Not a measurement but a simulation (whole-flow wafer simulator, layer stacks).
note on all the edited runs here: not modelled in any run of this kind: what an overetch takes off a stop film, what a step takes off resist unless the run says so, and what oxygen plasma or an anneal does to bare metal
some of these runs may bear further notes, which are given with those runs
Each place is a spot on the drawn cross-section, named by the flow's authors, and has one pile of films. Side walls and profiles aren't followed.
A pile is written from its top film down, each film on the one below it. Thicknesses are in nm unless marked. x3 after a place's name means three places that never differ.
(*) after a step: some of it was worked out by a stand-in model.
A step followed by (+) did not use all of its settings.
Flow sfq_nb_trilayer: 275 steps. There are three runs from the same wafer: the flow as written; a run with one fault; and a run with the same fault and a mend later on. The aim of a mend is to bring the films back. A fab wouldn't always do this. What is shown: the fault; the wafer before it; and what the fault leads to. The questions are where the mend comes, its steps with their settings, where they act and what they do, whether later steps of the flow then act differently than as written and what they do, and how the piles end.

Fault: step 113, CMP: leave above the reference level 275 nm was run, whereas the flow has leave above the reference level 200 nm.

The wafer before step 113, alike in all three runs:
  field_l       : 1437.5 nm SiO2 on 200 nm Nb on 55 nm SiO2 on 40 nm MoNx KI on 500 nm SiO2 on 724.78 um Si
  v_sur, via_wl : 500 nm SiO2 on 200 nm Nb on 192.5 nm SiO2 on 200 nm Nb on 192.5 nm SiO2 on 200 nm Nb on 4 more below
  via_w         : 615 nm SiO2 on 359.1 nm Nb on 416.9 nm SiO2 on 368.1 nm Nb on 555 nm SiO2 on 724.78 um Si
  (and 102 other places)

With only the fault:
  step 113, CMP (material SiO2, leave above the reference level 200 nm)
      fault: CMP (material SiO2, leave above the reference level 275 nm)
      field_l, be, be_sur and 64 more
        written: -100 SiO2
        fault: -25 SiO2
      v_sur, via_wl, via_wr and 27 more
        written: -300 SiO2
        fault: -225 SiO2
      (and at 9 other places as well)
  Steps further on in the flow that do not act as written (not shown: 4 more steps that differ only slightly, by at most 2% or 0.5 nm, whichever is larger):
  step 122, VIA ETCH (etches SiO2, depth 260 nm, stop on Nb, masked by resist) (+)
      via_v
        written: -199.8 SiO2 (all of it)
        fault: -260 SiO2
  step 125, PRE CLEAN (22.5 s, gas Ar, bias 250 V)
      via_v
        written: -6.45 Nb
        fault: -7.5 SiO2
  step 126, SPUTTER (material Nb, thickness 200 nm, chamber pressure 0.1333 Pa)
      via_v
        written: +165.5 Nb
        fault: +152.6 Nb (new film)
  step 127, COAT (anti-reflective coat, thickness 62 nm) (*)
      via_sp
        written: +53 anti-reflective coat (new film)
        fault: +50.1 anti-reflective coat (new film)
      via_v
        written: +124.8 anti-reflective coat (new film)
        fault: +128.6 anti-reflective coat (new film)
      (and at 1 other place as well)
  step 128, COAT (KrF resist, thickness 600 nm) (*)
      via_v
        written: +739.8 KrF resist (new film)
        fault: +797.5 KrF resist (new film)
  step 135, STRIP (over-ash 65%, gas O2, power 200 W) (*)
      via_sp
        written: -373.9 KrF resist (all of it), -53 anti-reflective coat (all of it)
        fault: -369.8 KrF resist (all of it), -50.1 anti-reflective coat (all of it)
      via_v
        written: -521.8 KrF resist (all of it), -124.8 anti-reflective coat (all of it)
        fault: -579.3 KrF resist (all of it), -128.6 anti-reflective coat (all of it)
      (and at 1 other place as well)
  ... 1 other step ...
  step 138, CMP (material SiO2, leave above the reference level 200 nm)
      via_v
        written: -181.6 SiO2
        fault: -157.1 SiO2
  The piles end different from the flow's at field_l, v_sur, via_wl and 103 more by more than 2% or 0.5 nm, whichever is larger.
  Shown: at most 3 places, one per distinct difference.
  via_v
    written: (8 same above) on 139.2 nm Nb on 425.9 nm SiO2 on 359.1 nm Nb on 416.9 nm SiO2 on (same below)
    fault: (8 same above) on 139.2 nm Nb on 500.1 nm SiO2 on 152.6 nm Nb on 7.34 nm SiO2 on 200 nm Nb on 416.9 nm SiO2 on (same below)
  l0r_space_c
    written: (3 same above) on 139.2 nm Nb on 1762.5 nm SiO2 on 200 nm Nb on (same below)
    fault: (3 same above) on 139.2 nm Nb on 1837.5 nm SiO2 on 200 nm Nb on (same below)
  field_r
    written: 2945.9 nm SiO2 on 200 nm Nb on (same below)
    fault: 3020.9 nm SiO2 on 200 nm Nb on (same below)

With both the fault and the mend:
  The mend follows step 114.
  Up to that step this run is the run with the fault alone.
  step 114a, CMP (material SiO2, leave above the reference level 200 nm) (the flow's step 113, run once more)
      field_l, v_sur, via_wl and 103 more
        -75 SiO2
  None of the later steps of the flow acts differently than as written at any place that is followed.
  At every place that both follow, the piles at the end match the flow's.
